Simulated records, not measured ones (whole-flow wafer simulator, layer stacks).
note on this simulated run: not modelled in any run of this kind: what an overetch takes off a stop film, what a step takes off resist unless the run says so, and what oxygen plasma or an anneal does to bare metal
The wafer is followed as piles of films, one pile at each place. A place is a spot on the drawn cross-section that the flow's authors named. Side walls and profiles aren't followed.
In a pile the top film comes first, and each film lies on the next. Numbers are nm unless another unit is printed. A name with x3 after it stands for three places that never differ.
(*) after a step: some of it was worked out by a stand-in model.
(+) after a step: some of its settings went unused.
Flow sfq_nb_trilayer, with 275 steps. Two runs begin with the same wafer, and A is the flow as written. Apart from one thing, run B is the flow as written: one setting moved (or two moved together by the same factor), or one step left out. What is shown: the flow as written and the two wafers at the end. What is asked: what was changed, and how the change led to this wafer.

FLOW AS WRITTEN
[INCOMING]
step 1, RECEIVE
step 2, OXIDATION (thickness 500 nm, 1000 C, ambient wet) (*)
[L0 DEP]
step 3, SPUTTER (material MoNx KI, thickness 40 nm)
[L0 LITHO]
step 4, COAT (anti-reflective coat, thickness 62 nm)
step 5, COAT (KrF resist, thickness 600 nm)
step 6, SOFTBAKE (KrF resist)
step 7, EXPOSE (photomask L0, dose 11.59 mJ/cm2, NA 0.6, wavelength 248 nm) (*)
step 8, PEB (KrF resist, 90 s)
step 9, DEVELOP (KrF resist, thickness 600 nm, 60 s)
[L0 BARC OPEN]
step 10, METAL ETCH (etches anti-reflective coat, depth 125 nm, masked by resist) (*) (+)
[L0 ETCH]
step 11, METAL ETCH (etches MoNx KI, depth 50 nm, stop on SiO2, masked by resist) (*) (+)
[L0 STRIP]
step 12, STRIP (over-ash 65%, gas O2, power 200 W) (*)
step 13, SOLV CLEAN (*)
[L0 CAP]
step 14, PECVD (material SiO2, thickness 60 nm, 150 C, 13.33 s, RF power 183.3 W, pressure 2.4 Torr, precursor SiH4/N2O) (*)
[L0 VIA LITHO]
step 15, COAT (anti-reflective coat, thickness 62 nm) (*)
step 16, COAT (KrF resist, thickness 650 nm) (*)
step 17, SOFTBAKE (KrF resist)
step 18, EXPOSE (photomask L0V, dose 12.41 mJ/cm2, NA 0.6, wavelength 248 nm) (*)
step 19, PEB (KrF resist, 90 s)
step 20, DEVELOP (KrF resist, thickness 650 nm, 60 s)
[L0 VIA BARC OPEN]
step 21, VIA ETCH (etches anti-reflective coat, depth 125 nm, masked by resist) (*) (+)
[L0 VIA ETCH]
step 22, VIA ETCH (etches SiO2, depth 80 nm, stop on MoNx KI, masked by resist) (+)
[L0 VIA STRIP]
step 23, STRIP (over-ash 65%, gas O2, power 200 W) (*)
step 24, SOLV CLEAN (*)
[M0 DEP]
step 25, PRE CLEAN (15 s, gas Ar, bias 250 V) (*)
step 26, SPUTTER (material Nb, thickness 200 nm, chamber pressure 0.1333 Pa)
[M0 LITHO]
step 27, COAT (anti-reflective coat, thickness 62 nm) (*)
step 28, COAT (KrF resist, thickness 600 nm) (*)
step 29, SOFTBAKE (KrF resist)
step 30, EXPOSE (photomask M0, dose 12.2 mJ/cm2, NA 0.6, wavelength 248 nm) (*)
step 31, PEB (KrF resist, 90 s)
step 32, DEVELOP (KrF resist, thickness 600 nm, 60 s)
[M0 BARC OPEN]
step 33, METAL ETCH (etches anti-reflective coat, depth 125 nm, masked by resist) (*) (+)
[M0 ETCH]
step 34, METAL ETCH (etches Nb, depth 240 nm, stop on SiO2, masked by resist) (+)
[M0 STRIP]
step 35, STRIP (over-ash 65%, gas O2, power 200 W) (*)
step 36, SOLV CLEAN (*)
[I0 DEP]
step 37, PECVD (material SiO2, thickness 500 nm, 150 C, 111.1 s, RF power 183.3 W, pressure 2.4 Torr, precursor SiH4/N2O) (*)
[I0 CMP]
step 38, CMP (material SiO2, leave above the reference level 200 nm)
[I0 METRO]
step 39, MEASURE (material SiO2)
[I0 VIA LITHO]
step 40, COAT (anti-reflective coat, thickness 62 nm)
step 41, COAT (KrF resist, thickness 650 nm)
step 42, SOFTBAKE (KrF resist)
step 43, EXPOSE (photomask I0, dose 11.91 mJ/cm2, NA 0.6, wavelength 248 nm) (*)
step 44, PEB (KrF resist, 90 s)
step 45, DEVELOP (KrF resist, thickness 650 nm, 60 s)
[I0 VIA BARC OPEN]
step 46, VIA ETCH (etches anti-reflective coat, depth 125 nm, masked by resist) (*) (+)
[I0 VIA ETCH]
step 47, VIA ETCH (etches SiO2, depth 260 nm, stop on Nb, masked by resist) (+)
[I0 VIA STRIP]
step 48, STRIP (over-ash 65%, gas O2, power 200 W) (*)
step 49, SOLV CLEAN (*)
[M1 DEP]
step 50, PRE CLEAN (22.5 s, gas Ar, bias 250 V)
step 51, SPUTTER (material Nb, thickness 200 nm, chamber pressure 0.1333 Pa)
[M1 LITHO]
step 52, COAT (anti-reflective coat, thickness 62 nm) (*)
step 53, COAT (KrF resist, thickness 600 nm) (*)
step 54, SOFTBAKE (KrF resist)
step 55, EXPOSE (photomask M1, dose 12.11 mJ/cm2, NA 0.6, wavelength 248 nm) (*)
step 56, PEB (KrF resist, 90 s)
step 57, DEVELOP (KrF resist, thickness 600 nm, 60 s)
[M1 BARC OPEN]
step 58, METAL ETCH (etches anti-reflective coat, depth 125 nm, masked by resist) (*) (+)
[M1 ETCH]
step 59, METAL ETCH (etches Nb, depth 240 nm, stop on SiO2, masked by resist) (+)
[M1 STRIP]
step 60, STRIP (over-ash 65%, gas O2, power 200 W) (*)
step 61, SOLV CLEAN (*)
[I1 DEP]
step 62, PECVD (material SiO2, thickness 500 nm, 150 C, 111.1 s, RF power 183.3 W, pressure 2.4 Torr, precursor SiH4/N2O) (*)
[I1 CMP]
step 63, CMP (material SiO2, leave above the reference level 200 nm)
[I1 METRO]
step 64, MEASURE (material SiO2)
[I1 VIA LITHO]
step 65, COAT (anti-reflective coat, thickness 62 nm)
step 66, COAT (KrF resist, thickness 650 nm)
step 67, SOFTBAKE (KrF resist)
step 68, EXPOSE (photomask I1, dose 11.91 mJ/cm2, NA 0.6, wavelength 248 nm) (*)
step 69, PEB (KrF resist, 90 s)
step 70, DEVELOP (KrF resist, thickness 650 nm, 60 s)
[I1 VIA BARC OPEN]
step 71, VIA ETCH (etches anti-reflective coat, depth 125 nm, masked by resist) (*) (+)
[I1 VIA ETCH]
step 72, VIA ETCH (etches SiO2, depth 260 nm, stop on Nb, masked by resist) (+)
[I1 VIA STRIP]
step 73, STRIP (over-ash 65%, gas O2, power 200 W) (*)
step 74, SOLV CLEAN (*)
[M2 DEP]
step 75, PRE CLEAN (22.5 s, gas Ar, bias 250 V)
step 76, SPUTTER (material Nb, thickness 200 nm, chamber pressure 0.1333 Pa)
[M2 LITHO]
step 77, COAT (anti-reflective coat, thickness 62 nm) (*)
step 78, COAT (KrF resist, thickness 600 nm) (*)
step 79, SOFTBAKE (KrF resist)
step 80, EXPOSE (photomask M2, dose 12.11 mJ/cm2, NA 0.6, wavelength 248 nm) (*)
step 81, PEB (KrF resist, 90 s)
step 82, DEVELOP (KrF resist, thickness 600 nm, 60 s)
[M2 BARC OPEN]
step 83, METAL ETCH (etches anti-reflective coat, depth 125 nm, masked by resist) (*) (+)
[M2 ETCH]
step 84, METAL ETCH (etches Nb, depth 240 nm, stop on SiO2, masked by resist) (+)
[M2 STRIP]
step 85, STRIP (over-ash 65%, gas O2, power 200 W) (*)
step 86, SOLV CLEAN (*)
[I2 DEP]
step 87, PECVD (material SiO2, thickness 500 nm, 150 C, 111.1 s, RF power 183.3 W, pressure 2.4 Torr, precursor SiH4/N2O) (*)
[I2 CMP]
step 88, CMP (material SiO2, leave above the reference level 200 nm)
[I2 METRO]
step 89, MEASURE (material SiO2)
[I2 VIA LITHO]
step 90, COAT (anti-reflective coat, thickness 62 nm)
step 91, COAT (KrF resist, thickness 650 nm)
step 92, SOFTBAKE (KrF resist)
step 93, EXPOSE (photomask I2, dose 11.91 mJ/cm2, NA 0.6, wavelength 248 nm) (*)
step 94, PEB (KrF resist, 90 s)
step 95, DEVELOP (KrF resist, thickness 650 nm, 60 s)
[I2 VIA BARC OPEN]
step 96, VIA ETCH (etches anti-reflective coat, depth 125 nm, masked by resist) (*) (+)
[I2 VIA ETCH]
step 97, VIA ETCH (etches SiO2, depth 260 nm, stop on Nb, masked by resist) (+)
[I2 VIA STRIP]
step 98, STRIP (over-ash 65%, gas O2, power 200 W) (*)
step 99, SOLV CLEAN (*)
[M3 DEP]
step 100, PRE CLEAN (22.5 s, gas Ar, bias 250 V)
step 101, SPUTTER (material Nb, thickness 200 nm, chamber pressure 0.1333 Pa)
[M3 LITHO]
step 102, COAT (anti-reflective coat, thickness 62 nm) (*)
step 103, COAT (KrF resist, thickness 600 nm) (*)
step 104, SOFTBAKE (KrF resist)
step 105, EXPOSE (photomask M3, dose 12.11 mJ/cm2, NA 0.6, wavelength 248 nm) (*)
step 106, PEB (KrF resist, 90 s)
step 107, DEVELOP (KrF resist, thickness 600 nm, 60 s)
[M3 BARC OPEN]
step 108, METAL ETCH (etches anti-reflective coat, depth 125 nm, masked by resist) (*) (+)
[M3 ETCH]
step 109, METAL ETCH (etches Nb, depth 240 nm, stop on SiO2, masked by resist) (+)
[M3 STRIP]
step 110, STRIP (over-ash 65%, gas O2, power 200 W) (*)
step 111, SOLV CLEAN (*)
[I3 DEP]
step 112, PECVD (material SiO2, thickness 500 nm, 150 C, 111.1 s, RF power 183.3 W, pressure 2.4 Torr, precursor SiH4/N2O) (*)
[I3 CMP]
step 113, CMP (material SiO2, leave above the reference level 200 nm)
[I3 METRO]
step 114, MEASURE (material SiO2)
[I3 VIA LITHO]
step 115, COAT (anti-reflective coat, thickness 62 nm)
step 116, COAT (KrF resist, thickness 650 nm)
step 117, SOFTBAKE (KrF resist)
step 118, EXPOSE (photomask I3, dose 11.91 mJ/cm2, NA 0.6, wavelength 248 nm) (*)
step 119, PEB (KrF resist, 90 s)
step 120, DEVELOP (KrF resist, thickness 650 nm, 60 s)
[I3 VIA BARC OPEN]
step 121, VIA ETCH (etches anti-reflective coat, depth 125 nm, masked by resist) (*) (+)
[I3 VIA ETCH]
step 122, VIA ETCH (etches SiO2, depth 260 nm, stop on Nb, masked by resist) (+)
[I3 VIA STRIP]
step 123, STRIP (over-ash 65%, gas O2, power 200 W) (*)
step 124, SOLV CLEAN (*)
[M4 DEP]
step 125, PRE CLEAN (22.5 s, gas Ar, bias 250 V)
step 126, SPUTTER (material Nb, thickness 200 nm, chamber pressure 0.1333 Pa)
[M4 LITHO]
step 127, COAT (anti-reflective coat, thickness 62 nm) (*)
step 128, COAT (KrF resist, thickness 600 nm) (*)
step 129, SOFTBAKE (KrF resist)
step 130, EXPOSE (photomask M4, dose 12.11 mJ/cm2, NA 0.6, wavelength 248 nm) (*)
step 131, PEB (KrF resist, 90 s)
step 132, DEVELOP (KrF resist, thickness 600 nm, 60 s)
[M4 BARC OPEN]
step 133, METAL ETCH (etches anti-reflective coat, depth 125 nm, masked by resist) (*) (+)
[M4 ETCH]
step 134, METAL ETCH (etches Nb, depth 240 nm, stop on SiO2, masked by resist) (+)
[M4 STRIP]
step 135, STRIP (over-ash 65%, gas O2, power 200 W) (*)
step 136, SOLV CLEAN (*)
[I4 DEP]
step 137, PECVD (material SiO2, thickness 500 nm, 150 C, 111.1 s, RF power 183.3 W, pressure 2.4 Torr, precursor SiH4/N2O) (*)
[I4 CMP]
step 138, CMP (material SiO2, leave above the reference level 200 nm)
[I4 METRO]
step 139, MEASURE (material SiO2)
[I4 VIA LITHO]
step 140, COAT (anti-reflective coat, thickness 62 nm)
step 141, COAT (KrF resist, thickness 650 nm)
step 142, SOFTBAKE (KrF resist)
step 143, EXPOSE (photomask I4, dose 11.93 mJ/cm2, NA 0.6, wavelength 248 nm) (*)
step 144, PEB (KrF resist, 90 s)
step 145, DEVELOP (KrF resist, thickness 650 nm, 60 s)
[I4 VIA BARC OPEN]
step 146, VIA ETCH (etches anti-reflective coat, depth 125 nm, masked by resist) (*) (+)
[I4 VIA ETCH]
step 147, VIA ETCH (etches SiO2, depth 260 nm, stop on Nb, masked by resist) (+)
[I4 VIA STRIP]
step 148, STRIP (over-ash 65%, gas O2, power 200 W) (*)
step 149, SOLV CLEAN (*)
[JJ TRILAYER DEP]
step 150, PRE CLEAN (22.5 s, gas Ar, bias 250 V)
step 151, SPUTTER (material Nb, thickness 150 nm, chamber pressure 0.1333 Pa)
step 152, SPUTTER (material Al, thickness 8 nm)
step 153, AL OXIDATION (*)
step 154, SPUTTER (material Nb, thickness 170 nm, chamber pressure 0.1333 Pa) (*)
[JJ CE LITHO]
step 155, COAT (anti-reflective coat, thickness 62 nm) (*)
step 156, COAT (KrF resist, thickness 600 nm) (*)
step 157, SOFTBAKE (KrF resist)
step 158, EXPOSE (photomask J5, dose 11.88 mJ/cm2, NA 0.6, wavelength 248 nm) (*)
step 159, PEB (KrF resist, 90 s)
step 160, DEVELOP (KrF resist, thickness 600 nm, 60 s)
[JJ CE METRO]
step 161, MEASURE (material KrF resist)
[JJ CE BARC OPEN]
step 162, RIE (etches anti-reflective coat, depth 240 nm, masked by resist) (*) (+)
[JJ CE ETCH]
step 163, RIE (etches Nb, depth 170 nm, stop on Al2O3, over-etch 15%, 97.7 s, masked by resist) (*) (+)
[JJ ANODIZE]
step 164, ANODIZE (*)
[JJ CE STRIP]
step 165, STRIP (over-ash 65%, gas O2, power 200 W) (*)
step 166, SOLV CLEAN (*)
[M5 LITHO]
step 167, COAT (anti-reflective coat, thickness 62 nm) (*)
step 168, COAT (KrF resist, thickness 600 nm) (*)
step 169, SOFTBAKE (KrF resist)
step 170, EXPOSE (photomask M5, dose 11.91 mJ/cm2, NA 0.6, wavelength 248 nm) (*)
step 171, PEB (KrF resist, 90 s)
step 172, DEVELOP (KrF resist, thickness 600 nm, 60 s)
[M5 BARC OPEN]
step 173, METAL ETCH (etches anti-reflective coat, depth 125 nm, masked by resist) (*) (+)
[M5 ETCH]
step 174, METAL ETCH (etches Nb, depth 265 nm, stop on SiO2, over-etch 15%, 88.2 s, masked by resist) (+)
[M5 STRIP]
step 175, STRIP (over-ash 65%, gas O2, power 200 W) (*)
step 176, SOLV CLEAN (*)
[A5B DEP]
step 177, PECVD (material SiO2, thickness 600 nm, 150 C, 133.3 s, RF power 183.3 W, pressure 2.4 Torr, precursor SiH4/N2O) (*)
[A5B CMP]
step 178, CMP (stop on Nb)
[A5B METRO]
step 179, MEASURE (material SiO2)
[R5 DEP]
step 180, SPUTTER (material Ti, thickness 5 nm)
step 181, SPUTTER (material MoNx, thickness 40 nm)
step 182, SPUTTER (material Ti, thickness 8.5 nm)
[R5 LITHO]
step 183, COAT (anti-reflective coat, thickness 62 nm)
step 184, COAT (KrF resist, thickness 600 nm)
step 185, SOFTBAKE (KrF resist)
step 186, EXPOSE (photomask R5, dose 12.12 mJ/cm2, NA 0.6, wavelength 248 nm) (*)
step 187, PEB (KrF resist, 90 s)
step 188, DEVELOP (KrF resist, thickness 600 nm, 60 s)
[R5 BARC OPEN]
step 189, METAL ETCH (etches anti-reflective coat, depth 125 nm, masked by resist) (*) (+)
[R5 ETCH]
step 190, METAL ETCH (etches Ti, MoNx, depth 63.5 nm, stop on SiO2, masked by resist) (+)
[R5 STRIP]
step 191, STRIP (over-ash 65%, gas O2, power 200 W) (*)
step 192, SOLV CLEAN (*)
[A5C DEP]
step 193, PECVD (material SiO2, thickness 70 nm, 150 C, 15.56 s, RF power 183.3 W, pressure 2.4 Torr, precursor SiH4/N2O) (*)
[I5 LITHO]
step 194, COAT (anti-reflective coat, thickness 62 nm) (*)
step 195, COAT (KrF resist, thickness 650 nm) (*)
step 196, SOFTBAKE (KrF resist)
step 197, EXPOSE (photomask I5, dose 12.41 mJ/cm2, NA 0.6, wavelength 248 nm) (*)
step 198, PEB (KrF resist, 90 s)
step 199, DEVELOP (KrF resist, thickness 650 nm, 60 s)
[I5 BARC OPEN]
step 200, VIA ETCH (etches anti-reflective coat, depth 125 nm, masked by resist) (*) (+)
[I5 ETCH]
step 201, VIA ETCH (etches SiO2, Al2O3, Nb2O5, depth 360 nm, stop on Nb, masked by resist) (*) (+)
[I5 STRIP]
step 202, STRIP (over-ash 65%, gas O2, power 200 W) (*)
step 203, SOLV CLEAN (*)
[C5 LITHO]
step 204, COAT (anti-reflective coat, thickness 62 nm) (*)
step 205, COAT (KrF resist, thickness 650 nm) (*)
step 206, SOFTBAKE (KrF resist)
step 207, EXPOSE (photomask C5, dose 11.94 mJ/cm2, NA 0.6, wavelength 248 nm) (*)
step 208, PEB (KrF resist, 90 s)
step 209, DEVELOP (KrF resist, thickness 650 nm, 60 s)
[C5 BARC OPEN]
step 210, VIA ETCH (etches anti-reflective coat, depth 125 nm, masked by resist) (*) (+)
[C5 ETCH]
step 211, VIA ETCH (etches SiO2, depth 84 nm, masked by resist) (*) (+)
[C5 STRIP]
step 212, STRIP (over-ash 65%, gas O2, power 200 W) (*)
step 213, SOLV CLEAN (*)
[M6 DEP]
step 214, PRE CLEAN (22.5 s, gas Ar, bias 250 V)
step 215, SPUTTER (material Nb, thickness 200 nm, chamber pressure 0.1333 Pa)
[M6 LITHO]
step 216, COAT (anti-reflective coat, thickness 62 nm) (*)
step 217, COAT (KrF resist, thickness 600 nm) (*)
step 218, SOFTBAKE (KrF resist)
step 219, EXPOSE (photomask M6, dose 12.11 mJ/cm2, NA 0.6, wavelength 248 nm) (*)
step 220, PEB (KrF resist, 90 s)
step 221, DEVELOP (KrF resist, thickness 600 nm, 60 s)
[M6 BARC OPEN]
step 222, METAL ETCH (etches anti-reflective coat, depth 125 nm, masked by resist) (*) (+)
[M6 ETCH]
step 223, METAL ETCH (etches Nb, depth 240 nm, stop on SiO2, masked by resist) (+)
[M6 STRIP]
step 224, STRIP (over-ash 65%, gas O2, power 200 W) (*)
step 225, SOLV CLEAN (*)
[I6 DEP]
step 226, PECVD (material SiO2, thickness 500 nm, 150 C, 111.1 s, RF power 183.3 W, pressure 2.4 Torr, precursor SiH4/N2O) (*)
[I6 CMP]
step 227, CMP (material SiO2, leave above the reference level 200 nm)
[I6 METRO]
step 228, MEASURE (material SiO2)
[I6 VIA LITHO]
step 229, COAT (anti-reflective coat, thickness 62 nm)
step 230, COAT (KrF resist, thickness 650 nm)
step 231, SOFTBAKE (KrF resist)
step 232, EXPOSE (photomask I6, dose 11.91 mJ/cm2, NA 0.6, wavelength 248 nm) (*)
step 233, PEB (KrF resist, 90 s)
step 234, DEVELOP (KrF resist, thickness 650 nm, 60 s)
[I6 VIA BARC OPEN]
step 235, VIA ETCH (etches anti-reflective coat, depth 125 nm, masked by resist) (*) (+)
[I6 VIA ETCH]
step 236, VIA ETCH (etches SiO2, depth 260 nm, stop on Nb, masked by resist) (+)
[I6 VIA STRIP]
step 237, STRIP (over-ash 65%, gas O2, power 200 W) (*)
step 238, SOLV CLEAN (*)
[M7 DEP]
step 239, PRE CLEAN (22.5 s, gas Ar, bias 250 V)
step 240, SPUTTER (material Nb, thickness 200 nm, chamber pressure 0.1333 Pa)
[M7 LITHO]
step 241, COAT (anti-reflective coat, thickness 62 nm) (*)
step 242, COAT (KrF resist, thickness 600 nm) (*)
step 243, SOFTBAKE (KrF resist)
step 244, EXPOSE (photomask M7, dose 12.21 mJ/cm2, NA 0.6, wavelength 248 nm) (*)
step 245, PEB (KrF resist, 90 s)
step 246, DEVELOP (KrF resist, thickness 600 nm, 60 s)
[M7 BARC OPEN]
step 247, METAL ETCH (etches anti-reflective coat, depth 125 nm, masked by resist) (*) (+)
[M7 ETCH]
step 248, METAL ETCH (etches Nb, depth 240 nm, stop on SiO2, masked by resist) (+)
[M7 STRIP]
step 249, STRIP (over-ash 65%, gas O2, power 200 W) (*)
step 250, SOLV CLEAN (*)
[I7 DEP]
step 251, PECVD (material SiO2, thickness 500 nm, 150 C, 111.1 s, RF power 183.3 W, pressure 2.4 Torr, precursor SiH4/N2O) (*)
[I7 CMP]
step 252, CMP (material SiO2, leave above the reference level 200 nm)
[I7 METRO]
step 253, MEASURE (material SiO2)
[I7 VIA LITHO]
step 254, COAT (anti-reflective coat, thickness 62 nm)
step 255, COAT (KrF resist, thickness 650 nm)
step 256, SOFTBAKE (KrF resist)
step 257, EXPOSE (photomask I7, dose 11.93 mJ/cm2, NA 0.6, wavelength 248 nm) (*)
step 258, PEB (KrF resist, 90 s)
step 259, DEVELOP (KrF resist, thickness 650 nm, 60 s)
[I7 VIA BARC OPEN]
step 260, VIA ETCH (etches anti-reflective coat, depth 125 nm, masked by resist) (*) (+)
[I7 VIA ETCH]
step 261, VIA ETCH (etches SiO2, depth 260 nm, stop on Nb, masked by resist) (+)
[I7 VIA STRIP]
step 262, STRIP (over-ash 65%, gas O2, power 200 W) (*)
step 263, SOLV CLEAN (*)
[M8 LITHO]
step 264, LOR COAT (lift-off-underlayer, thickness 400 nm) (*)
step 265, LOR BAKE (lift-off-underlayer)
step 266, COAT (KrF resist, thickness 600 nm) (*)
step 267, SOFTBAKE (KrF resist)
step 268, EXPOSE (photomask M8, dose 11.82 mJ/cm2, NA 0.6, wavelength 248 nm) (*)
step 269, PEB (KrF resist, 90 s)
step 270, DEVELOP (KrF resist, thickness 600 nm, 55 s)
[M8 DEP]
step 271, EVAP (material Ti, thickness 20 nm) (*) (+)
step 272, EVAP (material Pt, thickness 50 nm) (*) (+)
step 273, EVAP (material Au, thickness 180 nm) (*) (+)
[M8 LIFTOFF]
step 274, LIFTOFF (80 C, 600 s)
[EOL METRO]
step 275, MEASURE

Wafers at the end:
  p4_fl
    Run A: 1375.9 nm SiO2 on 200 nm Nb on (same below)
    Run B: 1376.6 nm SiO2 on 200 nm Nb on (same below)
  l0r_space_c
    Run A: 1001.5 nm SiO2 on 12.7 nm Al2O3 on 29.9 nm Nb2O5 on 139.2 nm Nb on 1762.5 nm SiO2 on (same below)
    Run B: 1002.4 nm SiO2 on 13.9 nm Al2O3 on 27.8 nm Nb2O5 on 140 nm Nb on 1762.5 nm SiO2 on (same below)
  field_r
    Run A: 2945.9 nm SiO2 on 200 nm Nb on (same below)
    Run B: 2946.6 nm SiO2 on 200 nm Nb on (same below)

The reason: step 152, SPUTTER: thickness 8.72 nm was run, while the flow as written has thickness 8 nm.

How this came from the change, step by step:
  step 152, SPUTTER (material Al, thickness 8 nm)
      field_l, v_sur, via_sp and 100 more: A Al gains 8 (new film) | B Al gains 8.72 (new film)
      via_w: A Al gains 7.12 (new film) | B Al gains 7.76 (new film)
  step 164, ANODIZE (*)
      field_l, v_sur, via_sp and 96 more: A Al2O3 gains 12.2, Nb2O5 gains 29.9 (new film), Al loses 7.42 (all of it), Nb loses 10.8 | B Al2O3 gains 13.4, Nb2O5 gains 27.8 (new film), Al loses 8.14 (all of it), Nb loses 10
      via_wl, via_wr: A Al2O3 gains 7.52 (new film), Nb2O5 gains 39.2 (new film), Al loses 4.56 (all of it), Nb loses 14.1 | B Al2O3 gains 8.28 (new film), Nb2O5 gains 37.8 (new film), Al loses 5.02 (all of it), Nb loses 13.6
      (also at 1 further place)
  step 167, COAT (anti-reflective coat, thickness 62 nm) (*)
      ce_l: A anti-reflective coat gains 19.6 (new film) | B anti-reflective coat gains 18.9 (new film)
      ce_r: A anti-reflective coat gains 19.7 (new film) | B anti-reflective coat gains 19 (new film)
  step 174, METAL ETCH (etches Nb, depth 265 nm, stop on SiO2, over-etch 15%, 88.2 s, masked by resist) (+)
      field_l, r_sur, res and 50 more: A Al2O3 loses 12.6 (all of it), Nb2O5 loses 29.9 (all of it), Nb loses 139.2 (all of it), SiO2 loses 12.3 | B Al2O3 loses 13.8 (all of it), Nb2O5 loses 27.8 (all of it), Nb loses 140 (all of it), SiO2 loses 12.3
  step 175, STRIP (over-ash 65%, gas O2, power 200 W) (*)
      ce_l: A KrF resist loses 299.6 (all of it), anti-reflective coat loses 19.6 (all of it) | B KrF resist loses 299.6 (all of it), anti-reflective coat loses 18.9 (all of it)
      ce_r: A KrF resist loses 299.9 (all of it), anti-reflective coat loses 19.7 (all of it) | B KrF resist loses 299.8 (all of it), anti-reflective coat loses 19 (all of it)
  step 201, VIA ETCH (etches SiO2, Al2O3, Nb2O5, depth 360 nm, stop on Nb, masked by resist) (*) (+)
      be: A SiO2 loses 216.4 (all of it), Al2O3 loses 12.7 (all of it), Nb2O5 loses 29.9 (all of it) | B SiO2 loses 217.2 (all of it), Al2O3 loses 13.9 (all of it), Nb2O5 loses 27.8 (all of it)
